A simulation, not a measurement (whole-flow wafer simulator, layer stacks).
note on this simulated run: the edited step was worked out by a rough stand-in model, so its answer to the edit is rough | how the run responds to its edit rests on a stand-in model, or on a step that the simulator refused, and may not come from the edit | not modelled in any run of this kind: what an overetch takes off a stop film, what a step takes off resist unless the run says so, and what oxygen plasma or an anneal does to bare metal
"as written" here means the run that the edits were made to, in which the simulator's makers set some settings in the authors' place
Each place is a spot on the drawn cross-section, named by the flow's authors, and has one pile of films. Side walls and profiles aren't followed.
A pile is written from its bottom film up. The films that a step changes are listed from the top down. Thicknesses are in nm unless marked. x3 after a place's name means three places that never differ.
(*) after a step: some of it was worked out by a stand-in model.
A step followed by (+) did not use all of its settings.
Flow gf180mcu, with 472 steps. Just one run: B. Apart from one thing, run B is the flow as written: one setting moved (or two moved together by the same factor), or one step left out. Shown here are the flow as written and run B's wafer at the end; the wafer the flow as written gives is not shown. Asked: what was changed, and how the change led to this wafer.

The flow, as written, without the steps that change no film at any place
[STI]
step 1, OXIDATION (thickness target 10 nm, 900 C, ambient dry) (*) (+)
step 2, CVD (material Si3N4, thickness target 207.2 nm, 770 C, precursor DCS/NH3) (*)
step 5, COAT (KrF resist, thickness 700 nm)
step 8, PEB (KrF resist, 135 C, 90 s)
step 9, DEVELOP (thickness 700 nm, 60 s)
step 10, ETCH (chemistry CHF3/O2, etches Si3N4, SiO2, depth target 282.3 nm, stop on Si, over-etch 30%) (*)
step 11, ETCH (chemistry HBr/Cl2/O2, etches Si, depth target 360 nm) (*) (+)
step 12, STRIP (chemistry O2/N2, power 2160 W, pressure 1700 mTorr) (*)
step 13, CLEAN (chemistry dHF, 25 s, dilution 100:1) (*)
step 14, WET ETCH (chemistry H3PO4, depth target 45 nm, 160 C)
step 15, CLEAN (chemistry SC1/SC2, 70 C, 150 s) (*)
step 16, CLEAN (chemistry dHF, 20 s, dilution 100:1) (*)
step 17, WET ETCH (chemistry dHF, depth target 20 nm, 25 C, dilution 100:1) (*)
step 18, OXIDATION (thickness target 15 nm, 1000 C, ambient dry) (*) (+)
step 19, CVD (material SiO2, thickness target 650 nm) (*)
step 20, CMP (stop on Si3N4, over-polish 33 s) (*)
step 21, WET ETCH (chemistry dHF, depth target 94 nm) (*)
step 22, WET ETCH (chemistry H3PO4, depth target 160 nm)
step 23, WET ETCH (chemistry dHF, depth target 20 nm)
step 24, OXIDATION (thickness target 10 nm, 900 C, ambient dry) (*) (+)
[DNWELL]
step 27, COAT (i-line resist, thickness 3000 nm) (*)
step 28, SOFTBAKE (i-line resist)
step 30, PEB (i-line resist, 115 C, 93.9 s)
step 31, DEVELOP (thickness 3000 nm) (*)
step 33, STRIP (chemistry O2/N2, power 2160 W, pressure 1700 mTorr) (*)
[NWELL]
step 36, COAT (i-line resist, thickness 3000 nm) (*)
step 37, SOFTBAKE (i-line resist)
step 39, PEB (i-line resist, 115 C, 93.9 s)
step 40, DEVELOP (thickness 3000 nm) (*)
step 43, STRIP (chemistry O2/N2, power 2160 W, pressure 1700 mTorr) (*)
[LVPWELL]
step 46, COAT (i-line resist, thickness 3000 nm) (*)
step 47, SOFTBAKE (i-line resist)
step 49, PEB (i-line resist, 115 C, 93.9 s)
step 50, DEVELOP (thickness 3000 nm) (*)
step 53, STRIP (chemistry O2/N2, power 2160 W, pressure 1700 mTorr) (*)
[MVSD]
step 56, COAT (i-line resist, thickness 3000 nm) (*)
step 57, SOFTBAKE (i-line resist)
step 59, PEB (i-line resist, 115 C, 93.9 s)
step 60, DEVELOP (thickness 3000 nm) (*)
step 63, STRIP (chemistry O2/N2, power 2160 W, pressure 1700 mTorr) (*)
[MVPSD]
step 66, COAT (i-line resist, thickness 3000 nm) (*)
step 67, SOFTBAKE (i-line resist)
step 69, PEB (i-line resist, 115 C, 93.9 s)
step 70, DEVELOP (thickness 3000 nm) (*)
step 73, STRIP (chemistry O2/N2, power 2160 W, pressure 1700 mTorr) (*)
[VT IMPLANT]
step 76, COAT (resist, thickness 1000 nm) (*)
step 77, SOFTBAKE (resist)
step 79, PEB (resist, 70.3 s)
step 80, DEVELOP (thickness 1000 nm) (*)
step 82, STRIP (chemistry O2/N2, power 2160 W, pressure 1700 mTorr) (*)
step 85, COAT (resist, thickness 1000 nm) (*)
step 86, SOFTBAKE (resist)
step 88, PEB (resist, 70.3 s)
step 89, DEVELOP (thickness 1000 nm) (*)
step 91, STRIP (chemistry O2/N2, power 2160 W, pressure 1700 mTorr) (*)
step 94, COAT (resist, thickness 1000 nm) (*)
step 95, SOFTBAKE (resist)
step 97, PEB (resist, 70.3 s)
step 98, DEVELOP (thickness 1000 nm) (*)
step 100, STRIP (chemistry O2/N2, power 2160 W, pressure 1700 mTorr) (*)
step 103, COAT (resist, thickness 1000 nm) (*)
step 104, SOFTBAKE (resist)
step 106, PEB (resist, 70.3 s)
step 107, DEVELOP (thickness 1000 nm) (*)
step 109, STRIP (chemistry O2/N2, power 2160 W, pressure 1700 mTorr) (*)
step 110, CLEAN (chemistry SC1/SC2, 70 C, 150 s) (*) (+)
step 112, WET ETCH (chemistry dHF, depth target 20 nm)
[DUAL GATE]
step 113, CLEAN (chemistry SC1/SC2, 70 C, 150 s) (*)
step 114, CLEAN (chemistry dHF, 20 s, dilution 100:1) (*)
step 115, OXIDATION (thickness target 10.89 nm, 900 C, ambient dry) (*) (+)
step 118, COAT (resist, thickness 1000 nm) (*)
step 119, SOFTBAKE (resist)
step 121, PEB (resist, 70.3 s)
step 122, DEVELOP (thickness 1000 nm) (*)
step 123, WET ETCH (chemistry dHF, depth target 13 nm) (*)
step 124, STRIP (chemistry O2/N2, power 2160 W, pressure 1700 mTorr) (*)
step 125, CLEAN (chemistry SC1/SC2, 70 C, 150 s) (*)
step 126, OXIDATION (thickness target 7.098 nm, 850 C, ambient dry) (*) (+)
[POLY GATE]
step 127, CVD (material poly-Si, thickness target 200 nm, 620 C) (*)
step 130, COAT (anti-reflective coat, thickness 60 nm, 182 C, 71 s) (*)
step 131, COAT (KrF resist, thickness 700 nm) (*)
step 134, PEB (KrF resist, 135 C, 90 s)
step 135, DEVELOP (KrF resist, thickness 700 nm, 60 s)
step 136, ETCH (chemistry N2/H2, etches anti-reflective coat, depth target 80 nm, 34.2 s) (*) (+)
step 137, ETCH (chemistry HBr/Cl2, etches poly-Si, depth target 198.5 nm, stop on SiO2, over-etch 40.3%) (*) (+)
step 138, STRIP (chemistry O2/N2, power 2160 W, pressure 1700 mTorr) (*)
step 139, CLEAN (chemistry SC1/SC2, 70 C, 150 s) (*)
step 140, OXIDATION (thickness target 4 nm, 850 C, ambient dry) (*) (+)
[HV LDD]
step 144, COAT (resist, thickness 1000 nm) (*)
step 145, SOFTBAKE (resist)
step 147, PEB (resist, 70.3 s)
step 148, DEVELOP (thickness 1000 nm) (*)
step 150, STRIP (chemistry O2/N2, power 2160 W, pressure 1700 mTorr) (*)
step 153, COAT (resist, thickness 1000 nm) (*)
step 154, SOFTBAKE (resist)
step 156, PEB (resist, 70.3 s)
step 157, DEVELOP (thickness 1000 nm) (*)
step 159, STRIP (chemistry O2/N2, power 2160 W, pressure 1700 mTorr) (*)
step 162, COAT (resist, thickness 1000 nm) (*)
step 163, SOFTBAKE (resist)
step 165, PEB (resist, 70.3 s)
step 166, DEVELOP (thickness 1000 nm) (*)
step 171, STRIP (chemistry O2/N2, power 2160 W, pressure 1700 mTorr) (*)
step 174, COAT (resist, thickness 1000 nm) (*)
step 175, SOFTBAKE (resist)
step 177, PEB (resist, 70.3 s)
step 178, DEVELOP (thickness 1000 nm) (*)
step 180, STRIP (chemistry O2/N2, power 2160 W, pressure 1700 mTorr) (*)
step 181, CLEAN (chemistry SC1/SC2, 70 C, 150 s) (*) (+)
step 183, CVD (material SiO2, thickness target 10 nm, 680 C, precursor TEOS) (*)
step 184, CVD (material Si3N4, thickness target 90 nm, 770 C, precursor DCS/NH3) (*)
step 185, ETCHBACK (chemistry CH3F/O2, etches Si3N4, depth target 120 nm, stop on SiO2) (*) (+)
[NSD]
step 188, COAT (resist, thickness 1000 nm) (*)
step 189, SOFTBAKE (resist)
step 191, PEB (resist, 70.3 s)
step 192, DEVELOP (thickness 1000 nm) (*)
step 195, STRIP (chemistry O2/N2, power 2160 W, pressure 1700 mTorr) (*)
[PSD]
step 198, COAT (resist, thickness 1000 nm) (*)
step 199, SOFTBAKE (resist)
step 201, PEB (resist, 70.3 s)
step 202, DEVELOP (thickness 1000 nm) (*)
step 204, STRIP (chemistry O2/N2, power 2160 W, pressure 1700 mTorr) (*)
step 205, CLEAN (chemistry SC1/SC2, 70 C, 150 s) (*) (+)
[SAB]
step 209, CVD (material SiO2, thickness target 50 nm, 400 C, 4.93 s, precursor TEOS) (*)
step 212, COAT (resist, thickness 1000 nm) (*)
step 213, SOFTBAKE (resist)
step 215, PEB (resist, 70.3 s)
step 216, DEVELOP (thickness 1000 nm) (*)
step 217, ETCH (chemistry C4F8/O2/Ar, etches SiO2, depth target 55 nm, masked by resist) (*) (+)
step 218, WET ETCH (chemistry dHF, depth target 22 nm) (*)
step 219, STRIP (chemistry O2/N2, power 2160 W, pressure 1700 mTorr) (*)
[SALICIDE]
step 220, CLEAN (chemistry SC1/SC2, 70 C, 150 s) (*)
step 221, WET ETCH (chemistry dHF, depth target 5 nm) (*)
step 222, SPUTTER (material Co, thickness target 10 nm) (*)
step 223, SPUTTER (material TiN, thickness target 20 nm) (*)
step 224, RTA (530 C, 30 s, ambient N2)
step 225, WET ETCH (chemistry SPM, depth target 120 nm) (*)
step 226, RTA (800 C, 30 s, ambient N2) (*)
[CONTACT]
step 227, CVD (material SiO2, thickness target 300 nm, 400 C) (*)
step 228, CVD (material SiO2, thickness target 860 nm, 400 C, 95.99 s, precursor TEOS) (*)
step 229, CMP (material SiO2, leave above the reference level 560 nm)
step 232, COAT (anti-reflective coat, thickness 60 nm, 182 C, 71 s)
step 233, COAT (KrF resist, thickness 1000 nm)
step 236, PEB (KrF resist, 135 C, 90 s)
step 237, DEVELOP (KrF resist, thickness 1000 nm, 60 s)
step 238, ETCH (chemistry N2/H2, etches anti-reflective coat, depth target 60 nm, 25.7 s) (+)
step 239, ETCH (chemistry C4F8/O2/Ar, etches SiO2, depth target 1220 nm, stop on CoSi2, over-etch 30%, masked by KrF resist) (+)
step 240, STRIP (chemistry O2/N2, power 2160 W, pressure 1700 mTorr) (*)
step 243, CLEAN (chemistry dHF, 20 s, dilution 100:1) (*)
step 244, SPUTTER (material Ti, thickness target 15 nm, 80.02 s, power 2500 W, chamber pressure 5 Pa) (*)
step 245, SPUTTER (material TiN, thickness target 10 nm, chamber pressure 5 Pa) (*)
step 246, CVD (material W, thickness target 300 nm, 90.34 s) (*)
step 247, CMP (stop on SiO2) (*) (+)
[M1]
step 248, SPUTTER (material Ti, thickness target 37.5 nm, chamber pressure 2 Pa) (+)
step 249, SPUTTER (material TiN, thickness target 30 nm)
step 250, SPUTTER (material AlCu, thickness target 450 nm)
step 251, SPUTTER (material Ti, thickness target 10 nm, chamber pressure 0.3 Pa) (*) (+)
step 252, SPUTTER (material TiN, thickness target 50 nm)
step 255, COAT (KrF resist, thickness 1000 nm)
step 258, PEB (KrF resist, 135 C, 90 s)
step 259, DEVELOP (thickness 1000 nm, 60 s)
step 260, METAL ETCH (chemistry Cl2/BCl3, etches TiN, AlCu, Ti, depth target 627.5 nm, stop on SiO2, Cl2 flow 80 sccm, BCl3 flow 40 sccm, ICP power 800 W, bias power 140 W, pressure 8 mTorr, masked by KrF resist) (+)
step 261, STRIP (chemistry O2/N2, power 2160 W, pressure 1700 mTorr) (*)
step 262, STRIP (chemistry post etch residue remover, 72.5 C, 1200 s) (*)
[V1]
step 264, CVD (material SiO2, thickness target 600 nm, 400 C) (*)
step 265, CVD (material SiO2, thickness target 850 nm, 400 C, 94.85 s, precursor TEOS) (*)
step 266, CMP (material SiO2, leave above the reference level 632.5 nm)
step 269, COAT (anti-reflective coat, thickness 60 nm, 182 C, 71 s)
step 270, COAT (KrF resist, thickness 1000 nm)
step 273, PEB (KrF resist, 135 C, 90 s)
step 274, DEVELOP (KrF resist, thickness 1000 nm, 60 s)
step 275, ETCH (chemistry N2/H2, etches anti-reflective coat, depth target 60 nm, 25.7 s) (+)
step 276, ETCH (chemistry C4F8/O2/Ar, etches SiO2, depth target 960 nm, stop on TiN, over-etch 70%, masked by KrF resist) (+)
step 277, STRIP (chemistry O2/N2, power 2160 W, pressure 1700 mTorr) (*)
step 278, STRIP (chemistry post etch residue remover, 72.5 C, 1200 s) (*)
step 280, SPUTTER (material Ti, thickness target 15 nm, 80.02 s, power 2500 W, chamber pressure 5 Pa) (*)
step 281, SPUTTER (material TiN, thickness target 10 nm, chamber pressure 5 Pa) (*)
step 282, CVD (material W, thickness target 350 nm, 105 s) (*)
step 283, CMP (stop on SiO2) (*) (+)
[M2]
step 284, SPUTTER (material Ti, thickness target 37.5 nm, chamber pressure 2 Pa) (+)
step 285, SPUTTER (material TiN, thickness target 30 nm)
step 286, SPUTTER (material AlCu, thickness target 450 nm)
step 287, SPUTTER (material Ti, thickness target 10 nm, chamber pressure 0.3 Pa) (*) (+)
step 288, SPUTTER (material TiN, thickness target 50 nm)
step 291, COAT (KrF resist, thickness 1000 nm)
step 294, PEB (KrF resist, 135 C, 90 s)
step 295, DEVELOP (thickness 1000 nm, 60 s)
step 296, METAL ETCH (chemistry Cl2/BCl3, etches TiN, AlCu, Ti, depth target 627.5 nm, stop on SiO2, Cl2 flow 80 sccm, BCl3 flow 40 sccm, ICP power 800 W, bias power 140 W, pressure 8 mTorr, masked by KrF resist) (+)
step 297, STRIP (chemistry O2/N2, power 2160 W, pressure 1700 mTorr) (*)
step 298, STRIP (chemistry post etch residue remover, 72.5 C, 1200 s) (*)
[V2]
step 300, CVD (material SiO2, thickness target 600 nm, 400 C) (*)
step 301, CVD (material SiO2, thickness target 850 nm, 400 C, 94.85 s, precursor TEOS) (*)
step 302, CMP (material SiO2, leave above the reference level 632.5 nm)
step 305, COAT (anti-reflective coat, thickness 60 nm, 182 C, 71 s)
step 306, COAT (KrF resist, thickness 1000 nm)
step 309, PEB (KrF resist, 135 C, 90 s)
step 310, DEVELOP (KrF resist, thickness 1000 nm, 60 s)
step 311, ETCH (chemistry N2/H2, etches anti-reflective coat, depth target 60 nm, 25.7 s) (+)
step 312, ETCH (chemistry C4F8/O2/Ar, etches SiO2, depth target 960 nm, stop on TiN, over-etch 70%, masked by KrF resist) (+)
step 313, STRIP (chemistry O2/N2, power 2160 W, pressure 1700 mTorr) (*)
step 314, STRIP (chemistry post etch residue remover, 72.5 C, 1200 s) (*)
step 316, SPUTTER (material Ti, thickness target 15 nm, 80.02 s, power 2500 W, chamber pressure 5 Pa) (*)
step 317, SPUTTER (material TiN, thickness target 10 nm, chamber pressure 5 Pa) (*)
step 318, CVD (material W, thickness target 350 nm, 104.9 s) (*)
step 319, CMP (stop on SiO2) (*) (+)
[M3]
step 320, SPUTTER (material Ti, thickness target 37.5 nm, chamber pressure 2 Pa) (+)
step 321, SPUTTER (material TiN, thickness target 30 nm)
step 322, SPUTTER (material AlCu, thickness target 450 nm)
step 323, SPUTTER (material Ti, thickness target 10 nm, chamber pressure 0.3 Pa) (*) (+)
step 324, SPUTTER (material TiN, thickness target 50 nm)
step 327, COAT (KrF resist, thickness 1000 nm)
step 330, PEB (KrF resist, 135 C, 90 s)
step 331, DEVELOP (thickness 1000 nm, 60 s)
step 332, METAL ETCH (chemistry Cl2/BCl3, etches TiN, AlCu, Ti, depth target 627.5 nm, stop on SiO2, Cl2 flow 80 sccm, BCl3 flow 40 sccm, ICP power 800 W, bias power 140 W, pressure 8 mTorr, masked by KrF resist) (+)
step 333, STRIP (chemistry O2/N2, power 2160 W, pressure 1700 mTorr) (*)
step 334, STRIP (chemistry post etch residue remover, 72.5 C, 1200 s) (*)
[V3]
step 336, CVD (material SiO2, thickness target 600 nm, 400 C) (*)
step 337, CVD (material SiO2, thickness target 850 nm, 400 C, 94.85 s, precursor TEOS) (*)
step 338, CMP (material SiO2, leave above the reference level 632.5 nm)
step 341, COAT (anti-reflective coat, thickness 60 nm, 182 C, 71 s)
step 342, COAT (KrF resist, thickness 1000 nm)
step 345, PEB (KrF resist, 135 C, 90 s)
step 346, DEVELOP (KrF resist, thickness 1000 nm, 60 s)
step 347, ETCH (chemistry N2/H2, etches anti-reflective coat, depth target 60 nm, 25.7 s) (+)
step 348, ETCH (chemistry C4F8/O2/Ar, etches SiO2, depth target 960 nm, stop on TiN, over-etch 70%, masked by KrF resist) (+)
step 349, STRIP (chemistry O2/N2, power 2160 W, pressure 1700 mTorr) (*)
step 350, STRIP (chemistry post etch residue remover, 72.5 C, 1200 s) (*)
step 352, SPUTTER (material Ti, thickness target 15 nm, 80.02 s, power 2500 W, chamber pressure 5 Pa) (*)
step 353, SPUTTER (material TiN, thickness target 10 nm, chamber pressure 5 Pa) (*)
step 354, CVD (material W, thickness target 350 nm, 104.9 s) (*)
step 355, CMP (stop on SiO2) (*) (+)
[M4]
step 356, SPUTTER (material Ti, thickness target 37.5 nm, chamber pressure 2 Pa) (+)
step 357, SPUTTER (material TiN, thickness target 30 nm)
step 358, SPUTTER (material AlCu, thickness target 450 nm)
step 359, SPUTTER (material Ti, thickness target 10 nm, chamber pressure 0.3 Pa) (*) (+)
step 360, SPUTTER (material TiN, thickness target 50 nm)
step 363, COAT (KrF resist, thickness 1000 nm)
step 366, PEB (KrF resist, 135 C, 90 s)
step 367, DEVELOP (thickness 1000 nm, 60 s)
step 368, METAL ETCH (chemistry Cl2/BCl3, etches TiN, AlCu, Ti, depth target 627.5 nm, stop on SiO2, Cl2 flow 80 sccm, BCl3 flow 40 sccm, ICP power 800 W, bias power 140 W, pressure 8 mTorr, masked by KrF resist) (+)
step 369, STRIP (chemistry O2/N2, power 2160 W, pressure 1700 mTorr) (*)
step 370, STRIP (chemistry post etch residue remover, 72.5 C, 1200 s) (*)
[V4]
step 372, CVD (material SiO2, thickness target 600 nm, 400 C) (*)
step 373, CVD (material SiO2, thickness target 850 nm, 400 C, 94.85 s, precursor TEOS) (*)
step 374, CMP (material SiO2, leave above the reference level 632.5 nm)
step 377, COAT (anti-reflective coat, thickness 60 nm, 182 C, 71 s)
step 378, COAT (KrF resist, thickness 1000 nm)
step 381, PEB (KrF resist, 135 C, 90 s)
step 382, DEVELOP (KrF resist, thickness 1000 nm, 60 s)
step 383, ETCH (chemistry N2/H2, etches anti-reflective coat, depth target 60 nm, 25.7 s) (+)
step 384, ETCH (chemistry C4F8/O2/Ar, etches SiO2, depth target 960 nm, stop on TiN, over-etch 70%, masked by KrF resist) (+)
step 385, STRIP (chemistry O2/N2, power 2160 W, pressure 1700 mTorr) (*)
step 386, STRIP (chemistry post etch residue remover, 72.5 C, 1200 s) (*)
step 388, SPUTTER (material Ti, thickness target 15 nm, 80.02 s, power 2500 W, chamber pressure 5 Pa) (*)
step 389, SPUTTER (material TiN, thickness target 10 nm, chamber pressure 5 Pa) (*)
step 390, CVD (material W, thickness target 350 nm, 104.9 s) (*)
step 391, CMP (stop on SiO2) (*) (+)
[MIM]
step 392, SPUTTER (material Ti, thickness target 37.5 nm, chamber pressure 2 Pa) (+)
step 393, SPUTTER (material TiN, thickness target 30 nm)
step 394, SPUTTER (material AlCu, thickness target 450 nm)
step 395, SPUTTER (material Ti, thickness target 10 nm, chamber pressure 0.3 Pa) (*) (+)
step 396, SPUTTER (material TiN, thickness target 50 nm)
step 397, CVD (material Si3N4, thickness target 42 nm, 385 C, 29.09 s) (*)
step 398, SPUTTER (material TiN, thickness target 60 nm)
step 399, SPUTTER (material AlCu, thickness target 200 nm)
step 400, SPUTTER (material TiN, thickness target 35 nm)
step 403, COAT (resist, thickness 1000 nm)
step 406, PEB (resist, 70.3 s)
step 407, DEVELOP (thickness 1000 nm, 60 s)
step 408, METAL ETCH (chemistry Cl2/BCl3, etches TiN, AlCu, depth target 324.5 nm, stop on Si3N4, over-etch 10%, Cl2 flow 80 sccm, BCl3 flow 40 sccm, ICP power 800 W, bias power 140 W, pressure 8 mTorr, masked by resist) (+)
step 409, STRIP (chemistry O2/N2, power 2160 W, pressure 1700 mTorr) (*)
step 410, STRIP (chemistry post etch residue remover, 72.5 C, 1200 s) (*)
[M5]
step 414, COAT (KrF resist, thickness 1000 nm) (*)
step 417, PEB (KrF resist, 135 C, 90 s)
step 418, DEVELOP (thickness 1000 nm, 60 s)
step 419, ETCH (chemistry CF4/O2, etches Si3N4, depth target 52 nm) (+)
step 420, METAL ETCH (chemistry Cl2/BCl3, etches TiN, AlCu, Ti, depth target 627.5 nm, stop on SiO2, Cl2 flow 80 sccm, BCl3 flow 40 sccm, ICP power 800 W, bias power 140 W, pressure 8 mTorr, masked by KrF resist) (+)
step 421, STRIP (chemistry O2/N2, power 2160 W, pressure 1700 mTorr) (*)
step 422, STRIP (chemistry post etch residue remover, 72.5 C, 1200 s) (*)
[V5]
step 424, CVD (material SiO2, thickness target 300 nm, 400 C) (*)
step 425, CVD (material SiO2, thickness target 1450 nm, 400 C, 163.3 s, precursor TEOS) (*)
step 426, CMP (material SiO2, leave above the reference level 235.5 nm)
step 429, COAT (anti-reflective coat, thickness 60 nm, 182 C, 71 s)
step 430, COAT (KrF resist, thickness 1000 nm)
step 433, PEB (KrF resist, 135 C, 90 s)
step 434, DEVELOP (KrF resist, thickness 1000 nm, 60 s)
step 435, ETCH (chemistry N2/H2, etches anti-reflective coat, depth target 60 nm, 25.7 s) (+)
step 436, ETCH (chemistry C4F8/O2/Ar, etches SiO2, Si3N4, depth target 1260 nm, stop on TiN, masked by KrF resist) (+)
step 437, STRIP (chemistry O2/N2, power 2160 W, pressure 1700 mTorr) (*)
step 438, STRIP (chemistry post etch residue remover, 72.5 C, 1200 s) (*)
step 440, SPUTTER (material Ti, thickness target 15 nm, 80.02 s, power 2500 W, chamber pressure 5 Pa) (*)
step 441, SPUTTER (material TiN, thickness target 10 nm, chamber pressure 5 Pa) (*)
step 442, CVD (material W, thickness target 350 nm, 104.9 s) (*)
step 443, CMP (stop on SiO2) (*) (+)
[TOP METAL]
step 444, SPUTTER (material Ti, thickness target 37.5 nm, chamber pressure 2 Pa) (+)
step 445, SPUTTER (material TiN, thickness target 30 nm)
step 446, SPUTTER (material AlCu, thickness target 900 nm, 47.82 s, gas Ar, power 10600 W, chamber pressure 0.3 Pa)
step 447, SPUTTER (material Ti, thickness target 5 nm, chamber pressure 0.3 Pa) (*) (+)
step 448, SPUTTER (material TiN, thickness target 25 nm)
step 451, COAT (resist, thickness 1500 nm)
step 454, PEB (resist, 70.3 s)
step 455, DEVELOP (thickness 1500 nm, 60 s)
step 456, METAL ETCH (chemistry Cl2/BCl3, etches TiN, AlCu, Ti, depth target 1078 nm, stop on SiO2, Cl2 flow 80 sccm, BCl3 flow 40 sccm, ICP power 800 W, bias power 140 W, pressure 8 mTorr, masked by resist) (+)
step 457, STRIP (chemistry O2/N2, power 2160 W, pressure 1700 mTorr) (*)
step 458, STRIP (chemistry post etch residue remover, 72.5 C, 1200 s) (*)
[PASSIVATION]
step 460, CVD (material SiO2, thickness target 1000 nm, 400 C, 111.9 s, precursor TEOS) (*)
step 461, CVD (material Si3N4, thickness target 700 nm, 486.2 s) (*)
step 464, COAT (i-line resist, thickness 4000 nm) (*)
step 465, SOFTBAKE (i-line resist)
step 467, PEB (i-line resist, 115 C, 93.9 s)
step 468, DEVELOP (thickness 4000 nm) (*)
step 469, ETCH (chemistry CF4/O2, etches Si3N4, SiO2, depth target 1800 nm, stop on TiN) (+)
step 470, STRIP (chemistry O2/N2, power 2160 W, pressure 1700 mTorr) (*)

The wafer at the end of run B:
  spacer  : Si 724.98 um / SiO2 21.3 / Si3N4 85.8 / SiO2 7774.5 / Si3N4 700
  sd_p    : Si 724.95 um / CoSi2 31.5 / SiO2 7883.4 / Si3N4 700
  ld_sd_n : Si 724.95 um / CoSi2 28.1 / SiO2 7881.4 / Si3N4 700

The reason: step 183, CVD: thickness target 14.1 nm was run, whereas the flow has thickness target 10 nm.

How this came from the change, step by step:
  step 183, CVD (material SiO2, thickness target 10 nm, 680 C, precursor TEOS) (*)
      field, field__w1, field__w2 and 99 more: +14.1 SiO2 (it would be, as written: +10 SiO2)
      ld_drift_p: +13.9 SiO2 (it would be, as written: +9.87 SiO2)
      (also at 1 further place)
  step 189, SOFTBAKE (resist)
      field__w9: -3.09 resist (it would be, as written: +6.92 resist)
      field_sub__w1: +9.73 resist (it would be, as written: +7.47 resist)
  step 199, SOFTBAKE (resist)
      field__w9: -3.09 resist (it would be, as written: +6.92 resist)
      field_sub__w1: +9.73 resist (it would be, as written: +7.47 resist)
  step 218, WET ETCH (chemistry dHF, depth target 22 nm) (*)
      gate, gate_hv, gate_p and 23 more: -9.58 SiO2 (all of it) (it would be, as written: -5.48 SiO2 (all of it))
      field, field__w10, sti and 14 more: -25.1 SiO2 (it would be, as written: -24.5 SiO2)
      (also at 54 further places)
